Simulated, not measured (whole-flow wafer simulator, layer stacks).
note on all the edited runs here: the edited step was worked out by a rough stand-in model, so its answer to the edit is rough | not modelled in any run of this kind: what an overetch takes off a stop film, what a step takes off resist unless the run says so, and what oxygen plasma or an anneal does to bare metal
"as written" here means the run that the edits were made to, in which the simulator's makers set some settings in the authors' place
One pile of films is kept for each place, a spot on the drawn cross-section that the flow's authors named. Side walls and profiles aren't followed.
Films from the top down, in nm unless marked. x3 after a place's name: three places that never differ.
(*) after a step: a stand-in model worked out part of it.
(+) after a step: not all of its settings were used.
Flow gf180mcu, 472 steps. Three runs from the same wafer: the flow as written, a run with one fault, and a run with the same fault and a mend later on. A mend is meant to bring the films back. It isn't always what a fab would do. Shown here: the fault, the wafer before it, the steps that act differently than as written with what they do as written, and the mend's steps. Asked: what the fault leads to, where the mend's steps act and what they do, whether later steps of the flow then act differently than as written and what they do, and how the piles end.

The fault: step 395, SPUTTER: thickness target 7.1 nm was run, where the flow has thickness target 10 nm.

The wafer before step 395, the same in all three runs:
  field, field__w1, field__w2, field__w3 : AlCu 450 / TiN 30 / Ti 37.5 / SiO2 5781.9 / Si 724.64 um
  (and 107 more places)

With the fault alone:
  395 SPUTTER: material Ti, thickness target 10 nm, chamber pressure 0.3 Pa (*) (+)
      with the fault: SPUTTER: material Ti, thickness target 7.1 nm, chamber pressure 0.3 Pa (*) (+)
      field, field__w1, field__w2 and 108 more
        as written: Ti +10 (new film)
        with the fault: Ti +7.1 (new film)
  Later steps of the flow that act differently than as written (2 more steps differ only slightly, by at most 2% or 0.5 nm, whichever is larger, and aren't shown):
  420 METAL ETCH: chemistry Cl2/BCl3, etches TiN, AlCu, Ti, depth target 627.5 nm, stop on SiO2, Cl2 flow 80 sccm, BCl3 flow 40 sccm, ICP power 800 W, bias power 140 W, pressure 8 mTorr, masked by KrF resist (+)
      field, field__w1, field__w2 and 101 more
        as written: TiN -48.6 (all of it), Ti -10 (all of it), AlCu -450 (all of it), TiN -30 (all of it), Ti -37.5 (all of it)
        with the fault: TiN -48.6 (all of it), Ti -7.1 (all of it), AlCu -450 (all of it), TiN -30 (all of it), Ti -37.5 (all of it)
  At the end the piles differ from the flow's by more than 2% or 0.5 nm, whichever is larger, at field__w4, field__w8, contact, m1, m1__w1, mim, mim_1p0, m1_nw.
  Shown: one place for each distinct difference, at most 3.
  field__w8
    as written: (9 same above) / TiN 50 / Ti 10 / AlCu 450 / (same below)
    with the fault: (9 same above) / TiN 50 / Ti 7.1 / AlCu 450 / (same below)
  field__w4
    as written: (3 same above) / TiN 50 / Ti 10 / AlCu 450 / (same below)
    with the fault: (3 same above) / TiN 50 / Ti 7.1 / AlCu 450 / (same below)
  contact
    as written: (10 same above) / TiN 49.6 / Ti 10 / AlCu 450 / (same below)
    with the fault: (10 same above) / TiN 49.6 / Ti 7.1 / AlCu 450 / (same below)

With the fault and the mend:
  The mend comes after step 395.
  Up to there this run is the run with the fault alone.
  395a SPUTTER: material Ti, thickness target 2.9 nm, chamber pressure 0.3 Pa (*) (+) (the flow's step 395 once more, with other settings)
      field, field__w1, field__w2 and 108 more
        Ti +2.9
  No later step of the flow acts differently than as written at any place that is followed.
  At the end the piles are the same as the flow's at every place that both follow.
